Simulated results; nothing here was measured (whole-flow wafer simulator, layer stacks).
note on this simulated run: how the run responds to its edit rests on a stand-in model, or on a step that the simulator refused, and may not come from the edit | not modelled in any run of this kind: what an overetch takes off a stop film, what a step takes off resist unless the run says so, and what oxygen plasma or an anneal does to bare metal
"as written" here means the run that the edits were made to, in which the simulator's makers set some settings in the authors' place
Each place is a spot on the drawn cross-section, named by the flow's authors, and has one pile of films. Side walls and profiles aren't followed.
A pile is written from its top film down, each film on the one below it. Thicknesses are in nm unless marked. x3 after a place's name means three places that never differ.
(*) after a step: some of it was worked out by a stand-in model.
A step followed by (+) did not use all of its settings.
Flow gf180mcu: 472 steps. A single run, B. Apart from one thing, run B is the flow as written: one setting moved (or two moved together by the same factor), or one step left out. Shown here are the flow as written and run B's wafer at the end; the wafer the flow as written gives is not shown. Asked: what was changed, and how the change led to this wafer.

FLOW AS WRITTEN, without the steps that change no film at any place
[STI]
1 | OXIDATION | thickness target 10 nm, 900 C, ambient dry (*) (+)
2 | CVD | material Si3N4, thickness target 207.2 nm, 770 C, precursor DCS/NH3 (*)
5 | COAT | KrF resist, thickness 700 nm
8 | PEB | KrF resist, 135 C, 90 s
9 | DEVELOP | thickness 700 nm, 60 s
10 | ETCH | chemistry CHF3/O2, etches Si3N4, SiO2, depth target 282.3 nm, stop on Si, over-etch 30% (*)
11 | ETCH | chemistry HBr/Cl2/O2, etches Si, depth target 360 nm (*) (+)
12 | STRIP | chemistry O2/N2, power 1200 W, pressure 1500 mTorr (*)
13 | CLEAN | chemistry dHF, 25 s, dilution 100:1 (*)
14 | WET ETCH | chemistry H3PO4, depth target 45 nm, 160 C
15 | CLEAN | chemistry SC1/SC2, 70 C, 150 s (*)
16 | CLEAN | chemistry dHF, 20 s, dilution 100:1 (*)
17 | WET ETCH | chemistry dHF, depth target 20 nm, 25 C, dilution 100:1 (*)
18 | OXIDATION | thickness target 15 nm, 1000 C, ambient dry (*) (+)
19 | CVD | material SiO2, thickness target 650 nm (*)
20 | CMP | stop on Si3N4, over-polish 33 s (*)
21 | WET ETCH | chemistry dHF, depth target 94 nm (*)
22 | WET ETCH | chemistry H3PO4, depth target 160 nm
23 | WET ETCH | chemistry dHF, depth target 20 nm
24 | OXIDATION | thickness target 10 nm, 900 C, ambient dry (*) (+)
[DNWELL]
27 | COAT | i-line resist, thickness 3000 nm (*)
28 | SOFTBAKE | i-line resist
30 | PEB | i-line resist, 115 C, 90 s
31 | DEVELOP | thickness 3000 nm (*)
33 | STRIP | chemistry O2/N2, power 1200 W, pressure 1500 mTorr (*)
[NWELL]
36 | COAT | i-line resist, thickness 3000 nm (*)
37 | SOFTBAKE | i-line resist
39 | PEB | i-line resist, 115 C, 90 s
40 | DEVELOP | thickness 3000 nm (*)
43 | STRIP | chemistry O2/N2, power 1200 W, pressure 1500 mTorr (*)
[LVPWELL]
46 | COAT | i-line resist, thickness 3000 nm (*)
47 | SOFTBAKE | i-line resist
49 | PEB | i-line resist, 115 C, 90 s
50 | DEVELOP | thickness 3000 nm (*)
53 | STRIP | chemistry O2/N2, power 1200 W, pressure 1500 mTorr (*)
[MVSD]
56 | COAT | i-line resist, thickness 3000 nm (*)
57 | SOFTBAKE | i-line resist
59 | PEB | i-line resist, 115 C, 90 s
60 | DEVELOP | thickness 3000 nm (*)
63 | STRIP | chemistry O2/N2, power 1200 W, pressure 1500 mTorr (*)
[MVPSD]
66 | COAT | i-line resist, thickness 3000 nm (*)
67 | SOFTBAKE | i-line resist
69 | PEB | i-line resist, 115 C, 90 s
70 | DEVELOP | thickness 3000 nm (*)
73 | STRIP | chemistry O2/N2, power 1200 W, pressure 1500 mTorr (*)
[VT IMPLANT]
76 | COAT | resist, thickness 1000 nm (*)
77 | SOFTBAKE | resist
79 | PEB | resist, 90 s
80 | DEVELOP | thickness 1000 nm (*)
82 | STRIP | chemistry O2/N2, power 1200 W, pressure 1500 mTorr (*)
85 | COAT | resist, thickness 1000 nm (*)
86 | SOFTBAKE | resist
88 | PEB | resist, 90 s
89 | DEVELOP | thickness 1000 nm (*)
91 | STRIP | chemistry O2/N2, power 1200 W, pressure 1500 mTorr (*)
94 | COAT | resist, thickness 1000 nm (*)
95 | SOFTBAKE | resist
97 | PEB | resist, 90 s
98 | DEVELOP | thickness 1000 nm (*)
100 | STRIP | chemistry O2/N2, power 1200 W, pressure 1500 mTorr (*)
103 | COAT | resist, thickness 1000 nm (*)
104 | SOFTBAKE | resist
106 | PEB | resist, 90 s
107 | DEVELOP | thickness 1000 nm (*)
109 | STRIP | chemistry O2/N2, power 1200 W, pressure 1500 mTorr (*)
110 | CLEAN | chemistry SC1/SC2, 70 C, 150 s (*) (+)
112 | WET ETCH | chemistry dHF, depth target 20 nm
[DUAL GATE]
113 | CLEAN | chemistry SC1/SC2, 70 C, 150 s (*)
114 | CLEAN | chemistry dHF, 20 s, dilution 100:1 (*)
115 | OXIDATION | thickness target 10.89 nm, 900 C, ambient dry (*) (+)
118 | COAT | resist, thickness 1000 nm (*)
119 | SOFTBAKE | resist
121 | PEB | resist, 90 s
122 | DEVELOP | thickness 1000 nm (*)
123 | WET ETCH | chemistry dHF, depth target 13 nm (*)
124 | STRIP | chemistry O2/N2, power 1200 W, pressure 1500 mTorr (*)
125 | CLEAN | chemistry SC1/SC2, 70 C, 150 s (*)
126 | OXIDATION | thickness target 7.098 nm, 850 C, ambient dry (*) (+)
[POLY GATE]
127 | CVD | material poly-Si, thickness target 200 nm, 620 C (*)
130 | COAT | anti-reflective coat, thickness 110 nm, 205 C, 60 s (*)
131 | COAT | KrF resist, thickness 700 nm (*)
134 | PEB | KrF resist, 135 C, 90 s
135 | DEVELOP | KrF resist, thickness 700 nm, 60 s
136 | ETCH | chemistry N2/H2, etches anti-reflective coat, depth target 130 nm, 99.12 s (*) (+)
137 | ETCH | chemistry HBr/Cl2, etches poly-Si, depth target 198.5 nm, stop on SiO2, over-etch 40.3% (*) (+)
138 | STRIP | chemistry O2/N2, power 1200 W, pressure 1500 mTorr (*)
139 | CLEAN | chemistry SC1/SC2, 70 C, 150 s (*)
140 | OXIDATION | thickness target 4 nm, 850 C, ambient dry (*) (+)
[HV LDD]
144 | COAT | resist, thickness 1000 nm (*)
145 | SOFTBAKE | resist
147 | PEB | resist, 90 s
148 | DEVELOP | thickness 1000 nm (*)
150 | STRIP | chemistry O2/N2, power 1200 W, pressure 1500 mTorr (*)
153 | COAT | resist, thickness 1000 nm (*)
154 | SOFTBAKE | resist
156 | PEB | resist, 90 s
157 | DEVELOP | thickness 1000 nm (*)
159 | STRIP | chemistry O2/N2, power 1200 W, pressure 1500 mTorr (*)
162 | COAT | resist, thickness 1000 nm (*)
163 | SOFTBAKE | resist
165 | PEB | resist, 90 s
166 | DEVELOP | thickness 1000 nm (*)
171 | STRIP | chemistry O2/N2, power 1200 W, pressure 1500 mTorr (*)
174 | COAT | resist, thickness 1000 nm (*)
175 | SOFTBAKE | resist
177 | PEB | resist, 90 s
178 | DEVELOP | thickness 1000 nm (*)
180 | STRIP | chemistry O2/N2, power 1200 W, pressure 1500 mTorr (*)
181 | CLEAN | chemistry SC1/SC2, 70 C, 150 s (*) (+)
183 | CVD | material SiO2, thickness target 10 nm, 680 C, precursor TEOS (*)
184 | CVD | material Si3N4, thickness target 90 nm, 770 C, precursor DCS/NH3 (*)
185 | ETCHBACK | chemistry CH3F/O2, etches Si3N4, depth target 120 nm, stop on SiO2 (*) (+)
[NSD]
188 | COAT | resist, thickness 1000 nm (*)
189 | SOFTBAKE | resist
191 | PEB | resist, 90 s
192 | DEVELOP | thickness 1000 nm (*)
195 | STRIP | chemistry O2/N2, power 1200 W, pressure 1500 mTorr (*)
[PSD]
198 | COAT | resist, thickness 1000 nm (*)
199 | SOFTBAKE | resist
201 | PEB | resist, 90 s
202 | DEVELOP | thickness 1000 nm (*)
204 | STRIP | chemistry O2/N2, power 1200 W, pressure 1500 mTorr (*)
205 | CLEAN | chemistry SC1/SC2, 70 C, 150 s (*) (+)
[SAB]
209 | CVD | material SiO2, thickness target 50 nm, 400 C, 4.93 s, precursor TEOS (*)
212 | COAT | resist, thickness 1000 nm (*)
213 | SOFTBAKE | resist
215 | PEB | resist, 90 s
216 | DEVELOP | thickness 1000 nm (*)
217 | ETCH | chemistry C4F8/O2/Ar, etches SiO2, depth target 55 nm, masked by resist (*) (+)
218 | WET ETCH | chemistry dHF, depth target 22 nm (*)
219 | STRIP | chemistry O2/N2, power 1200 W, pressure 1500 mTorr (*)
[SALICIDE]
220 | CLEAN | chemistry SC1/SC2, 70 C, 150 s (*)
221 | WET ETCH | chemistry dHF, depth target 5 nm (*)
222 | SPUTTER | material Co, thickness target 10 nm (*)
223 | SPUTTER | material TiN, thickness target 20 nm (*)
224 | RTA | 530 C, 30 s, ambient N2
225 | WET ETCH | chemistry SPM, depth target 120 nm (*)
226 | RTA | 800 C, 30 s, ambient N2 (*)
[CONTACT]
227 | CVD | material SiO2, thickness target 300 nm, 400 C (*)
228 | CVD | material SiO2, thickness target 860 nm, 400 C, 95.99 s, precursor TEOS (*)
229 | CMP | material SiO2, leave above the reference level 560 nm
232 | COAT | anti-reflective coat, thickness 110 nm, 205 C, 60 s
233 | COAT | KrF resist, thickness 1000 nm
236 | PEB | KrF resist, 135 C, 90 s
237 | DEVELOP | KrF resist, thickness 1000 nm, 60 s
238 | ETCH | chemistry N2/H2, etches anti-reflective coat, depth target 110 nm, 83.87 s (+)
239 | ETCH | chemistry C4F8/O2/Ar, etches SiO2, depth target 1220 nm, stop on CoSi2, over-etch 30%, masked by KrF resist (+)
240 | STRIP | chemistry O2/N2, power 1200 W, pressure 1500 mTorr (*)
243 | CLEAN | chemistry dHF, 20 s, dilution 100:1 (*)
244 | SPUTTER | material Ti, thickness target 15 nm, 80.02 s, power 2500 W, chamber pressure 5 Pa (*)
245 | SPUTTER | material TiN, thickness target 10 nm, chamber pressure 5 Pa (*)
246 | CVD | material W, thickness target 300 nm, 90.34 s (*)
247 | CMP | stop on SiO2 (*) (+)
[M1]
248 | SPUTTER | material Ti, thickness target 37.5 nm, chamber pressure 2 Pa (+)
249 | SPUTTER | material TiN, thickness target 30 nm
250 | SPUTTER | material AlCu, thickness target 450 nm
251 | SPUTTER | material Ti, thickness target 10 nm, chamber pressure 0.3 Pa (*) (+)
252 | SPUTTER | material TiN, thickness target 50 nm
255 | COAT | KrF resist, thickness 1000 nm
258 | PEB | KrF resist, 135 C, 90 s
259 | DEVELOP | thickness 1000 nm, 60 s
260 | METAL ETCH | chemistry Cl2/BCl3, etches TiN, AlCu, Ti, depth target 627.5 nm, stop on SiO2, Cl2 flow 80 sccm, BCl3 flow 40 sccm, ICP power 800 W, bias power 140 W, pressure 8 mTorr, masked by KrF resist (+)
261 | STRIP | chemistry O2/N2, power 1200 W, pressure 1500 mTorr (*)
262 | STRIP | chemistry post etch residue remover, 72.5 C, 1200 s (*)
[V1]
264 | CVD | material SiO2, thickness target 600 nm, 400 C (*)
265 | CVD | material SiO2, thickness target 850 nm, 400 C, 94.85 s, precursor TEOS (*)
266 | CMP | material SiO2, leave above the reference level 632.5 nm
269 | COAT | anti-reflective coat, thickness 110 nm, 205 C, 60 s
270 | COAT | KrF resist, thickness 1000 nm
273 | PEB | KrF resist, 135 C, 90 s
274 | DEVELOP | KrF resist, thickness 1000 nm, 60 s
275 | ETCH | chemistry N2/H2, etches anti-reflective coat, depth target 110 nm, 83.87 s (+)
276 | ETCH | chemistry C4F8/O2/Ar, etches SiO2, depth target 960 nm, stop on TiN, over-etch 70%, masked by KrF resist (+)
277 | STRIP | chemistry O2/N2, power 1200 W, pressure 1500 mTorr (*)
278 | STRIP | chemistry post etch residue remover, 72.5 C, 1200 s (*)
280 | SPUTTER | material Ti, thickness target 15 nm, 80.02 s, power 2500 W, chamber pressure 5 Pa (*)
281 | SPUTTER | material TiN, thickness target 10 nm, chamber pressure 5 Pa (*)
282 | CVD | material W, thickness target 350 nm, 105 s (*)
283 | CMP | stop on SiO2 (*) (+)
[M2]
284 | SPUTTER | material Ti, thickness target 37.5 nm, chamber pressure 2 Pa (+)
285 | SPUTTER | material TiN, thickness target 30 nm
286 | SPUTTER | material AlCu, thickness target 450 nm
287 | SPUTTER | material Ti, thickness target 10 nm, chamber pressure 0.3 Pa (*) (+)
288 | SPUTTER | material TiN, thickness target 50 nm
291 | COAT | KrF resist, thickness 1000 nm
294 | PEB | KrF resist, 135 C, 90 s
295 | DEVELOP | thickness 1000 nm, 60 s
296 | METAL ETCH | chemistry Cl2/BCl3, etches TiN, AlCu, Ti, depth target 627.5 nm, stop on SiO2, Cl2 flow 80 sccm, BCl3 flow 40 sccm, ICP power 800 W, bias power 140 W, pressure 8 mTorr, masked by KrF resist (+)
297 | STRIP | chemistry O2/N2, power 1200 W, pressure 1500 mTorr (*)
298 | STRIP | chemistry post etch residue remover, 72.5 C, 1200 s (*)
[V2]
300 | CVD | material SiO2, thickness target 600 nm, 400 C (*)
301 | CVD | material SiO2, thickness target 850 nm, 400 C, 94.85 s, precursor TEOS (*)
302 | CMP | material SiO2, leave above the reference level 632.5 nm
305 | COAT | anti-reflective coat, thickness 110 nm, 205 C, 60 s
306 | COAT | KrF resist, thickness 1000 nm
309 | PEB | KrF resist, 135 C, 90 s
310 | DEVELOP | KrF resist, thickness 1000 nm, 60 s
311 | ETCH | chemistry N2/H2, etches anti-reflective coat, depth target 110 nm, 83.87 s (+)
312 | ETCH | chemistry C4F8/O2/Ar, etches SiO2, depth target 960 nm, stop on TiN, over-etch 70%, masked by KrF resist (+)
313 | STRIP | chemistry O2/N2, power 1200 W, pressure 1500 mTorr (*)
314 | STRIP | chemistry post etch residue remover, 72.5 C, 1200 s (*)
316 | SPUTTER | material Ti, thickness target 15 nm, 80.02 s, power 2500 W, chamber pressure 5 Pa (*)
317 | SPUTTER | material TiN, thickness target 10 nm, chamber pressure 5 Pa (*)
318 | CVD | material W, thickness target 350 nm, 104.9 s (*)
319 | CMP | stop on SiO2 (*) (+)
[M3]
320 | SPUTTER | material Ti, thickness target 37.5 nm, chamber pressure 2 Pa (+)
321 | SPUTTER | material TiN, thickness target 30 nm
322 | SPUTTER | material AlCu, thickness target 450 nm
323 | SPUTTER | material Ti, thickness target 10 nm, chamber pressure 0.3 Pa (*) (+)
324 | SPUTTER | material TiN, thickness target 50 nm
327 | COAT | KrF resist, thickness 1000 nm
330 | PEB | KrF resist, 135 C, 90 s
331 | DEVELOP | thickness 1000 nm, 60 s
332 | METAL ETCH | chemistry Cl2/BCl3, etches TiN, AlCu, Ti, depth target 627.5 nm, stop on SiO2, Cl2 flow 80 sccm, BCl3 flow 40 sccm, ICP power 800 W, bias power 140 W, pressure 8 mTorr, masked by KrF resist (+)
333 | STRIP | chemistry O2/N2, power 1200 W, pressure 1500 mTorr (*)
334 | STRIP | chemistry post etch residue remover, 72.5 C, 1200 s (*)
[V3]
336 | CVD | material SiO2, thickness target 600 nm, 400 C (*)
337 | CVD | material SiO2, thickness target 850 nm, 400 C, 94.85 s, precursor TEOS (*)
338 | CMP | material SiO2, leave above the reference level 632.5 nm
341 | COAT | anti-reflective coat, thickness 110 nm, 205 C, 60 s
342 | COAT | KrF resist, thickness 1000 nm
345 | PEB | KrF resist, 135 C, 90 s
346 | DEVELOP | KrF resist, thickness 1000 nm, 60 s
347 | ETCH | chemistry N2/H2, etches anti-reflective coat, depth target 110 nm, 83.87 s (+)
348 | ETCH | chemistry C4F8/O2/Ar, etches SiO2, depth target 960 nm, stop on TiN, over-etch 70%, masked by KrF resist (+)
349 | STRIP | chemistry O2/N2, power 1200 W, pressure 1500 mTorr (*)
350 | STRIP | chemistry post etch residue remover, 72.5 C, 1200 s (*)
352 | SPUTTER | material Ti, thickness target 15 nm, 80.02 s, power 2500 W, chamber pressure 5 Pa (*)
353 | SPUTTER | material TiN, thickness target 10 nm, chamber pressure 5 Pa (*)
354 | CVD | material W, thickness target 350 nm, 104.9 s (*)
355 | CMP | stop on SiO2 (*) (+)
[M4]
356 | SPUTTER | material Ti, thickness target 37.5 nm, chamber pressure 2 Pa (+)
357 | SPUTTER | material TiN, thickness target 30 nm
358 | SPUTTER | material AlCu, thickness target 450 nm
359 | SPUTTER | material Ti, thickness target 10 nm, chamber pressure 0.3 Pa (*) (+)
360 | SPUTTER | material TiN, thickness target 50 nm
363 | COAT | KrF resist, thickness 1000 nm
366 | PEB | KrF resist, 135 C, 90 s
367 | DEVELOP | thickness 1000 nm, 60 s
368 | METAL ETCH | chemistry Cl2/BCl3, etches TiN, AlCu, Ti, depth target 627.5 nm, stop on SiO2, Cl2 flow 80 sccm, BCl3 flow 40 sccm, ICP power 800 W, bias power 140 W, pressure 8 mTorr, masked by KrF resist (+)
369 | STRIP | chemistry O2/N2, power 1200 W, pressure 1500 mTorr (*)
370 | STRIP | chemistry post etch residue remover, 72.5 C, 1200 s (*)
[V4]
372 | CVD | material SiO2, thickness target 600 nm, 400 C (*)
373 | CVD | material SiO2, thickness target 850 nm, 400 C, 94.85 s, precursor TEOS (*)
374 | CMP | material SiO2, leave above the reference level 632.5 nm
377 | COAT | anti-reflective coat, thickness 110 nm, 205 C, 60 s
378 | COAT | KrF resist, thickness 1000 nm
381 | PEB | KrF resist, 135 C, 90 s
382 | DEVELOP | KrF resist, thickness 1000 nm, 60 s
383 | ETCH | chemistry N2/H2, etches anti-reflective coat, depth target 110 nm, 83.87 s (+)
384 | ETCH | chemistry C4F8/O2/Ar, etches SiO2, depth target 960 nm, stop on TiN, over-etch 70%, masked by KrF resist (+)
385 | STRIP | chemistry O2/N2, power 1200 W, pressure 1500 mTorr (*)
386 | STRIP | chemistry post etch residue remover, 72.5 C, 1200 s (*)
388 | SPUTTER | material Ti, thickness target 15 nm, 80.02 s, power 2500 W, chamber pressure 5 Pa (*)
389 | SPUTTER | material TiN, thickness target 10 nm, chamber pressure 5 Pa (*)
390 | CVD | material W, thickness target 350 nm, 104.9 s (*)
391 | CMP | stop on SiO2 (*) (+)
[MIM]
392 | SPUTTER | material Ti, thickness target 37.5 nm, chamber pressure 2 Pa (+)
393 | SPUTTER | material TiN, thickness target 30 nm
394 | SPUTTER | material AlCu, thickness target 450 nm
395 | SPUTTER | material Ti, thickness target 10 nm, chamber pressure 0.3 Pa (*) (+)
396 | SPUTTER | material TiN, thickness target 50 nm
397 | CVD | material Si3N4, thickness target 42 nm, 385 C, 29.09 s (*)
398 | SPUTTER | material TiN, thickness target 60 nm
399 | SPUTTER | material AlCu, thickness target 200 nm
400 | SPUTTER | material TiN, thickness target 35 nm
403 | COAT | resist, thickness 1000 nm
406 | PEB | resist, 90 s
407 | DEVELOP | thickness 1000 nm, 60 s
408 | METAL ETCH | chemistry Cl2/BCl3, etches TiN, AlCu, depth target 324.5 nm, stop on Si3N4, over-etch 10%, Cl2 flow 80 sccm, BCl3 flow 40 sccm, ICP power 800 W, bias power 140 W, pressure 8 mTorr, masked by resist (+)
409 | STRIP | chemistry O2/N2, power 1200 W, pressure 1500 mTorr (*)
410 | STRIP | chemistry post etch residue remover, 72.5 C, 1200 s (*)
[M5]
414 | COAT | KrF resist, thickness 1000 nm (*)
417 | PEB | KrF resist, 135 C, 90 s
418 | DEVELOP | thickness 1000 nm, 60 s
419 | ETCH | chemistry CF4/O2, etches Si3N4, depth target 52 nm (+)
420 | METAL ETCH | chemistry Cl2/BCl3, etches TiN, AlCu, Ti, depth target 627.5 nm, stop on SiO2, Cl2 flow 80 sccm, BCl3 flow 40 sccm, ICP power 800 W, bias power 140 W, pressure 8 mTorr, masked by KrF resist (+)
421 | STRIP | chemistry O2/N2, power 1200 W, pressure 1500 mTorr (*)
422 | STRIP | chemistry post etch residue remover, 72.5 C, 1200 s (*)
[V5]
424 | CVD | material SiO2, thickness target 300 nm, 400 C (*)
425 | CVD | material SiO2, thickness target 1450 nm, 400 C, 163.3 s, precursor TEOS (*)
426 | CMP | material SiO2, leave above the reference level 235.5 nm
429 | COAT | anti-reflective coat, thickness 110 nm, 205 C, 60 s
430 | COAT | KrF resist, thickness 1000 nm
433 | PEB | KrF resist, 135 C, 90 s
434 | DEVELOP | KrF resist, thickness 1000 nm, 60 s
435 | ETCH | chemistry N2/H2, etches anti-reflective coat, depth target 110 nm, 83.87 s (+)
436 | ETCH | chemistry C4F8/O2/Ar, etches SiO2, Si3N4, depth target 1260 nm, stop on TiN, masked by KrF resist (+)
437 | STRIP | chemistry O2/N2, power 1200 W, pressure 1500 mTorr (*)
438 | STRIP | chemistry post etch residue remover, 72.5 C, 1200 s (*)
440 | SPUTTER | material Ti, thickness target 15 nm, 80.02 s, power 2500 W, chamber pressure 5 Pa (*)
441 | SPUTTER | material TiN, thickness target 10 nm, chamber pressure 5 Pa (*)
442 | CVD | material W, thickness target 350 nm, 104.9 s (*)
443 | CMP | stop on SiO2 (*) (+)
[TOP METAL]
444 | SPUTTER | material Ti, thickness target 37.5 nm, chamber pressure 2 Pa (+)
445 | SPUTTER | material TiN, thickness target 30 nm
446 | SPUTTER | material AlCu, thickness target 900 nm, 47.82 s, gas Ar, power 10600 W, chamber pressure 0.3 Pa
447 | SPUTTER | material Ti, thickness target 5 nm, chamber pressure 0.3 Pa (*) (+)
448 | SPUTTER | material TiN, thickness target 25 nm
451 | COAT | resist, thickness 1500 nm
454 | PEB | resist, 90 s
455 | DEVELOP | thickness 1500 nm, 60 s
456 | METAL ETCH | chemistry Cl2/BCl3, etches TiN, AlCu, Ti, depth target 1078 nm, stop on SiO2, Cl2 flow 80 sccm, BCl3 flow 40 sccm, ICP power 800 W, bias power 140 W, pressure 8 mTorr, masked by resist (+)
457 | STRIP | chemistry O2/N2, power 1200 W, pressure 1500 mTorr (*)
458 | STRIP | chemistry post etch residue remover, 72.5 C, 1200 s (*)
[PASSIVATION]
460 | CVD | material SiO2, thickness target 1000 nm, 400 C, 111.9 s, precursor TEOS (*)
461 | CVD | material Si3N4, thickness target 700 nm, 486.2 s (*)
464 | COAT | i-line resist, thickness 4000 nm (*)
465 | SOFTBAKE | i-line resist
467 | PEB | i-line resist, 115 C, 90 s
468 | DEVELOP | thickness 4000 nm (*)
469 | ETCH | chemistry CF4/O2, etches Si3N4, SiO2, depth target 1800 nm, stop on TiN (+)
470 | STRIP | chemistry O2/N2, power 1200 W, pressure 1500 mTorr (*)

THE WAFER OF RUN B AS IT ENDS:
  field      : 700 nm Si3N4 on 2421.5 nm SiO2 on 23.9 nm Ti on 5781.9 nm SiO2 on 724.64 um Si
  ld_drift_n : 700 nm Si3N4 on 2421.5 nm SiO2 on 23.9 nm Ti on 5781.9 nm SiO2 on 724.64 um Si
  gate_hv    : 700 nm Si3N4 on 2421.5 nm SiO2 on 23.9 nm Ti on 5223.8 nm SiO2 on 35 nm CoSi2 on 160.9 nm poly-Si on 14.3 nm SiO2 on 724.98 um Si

What caused this: step 420, METAL ETCH: depth target 552.2 nm was run, whereas the flow has depth target 627.5 nm.

How this came from the change, step by step:
  420 | METAL ETCH | chemistry Cl2/BCl3, etches TiN, AlCu, Ti, depth target 627.5 nm, stop on SiO2, Cl2 flow 80 sccm, BCl3 flow 40 sccm, ICP power 800 W, bias power 140 W, pressure 8 mTorr, masked by KrF resist (+)
      field, field__w1, field__w2 and 101 more: TiN loses 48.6 (all of it), Ti loses 10 (all of it), AlCu loses 450 (all of it), TiN loses 30 (all of it), Ti loses 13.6 (it would be, as written: TiN loses 48.6 (all of it), Ti loses 10 (all of it), AlCu loses 450 (all of it), TiN loses 30 (all of it), Ti loses 37.5 (all of it))
      field__w4, field__w8, contact, m1, m1__w1, mim, mim_1p0, m1_nw: KrF resist loses 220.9 (it would be, as written: KrF resist loses 251)
  421 | STRIP | chemistry O2/N2, power 1200 W, pressure 1500 mTorr (*)
      field__w8, m1__w1: KrF resist loses 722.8 (all of it) (it would be, as written: KrF resist loses 692.7 (all of it))
      contact, m1: KrF resist loses 723.3 (all of it) (it would be, as written: KrF resist loses 693.2 (all of it))
      (and at 4 other places as well)
  424 | CVD | material SiO2, thickness target 300 nm, 400 C (*)
      field, field__w1, field__w2 and 101 more: SiO2 gains 300 (new film) (it would be, as written: SiO2 gains 300)
  426 | CMP | material SiO2, leave above the reference level 235.5 nm
      field, field__w1, field__w5 and 92 more: SiO2 loses 324.7 (it would be, as written: SiO2 loses 300.8)
      field__w2, field__w3, field__w12 and 6 more: SiO2 loses 297.6 (it would be, as written: SiO2 loses 272.7)
If metal films that touch count as one body, field has 1 body; the flow as written gives 0 bodies.
If metal films that touch count as one body, ld_drift_n has 1 body; the flow as written gives 0 bodies.
If metal films that touch count as one body, gate_hv has 2 bodies (between them, from the top down: SiO2 5223.8); the flow as written gives 1 body.
